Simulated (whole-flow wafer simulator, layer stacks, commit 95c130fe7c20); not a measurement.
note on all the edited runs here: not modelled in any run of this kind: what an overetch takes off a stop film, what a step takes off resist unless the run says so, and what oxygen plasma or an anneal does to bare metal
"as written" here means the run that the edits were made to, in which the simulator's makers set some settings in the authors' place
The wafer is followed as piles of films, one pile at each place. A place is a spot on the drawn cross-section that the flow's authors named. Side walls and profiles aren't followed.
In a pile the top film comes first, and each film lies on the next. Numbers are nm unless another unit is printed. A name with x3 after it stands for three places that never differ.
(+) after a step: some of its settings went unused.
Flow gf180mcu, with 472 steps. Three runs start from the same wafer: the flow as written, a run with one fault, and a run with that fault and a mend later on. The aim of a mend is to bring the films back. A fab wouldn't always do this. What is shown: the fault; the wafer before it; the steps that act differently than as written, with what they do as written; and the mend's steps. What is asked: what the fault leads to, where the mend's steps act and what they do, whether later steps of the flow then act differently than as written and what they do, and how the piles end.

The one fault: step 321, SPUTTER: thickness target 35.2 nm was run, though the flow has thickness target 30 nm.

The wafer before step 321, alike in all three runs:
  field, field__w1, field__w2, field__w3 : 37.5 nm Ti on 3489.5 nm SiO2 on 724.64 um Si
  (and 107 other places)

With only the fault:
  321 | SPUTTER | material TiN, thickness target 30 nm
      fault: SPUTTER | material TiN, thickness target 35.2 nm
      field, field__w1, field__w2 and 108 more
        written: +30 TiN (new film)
        fault: +35.2 TiN (new film)
  Steps further on in the flow that do not act as written (1 other step is not shown; it differs only slightly, by no more than 2% or 0.5 nm, whichever is larger):
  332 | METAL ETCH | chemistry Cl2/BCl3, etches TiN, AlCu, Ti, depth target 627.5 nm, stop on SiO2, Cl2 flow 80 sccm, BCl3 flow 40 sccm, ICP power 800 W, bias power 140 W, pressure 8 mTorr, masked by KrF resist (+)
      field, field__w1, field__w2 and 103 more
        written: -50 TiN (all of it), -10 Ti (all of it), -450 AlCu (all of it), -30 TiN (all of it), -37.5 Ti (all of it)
        fault: -50 TiN (all of it), -10 Ti (all of it), -450 AlCu (all of it), -35.2 TiN (all of it), -37.5 Ti (all of it)
  At field__w8, contact, m1, m1__w1, m1_nw, the piles at the end differ from the flow's by more than 2% or 0.5 nm, whichever is larger.
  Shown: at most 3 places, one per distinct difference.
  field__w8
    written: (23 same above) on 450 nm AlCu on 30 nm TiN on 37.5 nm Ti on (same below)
    fault: (23 same above) on 450 nm AlCu on 35.2 nm TiN on 37.5 nm Ti on (same below)
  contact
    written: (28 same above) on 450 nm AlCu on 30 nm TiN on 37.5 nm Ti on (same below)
    fault: (28 same above) on 450 nm AlCu on 35.2 nm TiN on 37.5 nm Ti on (same below)

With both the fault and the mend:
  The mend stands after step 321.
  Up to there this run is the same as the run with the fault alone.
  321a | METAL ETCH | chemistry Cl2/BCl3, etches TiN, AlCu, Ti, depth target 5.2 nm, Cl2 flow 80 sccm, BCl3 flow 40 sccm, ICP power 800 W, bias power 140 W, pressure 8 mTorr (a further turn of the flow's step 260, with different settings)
      field, field__w1, field__w2 and 108 more
        -5.2 TiN
  None of the later steps of the flow acts differently than as written at any place that is followed.
  At every place that both follow, the piles at the end match the flow's.
